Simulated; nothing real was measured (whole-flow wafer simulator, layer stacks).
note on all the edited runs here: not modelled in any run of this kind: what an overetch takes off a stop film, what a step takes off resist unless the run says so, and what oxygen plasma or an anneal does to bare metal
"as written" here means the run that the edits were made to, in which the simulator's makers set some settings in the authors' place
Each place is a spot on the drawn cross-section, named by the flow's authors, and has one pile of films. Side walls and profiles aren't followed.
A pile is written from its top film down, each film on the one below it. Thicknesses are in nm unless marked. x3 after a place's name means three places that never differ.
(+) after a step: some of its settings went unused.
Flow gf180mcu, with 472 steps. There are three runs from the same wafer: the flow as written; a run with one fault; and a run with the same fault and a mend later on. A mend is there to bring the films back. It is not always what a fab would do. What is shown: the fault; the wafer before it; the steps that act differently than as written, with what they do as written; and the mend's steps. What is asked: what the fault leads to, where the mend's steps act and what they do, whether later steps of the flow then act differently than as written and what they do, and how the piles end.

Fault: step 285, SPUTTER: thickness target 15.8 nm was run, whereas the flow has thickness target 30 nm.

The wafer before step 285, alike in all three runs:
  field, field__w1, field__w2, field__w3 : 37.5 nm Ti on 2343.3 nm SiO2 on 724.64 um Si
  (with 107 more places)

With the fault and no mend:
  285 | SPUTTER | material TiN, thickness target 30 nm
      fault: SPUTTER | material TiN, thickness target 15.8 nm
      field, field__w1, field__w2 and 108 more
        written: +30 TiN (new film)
        fault: +15.8 TiN (new film)
  Steps later in the flow that act otherwise than as written:
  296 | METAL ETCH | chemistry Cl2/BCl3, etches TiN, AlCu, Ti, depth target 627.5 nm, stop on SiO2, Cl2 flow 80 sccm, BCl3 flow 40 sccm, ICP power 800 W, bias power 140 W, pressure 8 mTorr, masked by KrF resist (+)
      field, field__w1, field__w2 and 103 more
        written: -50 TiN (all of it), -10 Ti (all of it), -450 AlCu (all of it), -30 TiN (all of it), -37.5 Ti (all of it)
        fault: -50 TiN (all of it), -10 Ti (all of it), -450 AlCu (all of it), -15.8 TiN (all of it), -37.5 Ti (all of it)
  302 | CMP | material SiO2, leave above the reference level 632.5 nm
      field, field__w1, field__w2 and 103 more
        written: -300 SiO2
        fault: -314.2 SiO2
  At field__w8, contact, m1, m1__w1, m1_nw, the piles at the end differ from the flow's by more than 2% or 0.5 nm, whichever is larger.
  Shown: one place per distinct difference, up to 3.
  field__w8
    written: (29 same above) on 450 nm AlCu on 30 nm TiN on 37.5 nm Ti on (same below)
    fault: (29 same above) on 450 nm AlCu on 15.8 nm TiN on 37.5 nm Ti on (same below)
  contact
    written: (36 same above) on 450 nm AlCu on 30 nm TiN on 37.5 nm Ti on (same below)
    fault: (36 same above) on 450 nm AlCu on 15.8 nm TiN on 37.5 nm Ti on (same below)

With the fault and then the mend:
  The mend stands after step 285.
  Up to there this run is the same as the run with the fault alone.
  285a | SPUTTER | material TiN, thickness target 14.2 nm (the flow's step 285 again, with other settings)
      field, field__w1, field__w2 and 108 more
        +14.2 TiN
  Every later step of the flow that is run acts as written at every place that is followed.
  The piles end the same as the flow's at every place that both follow.
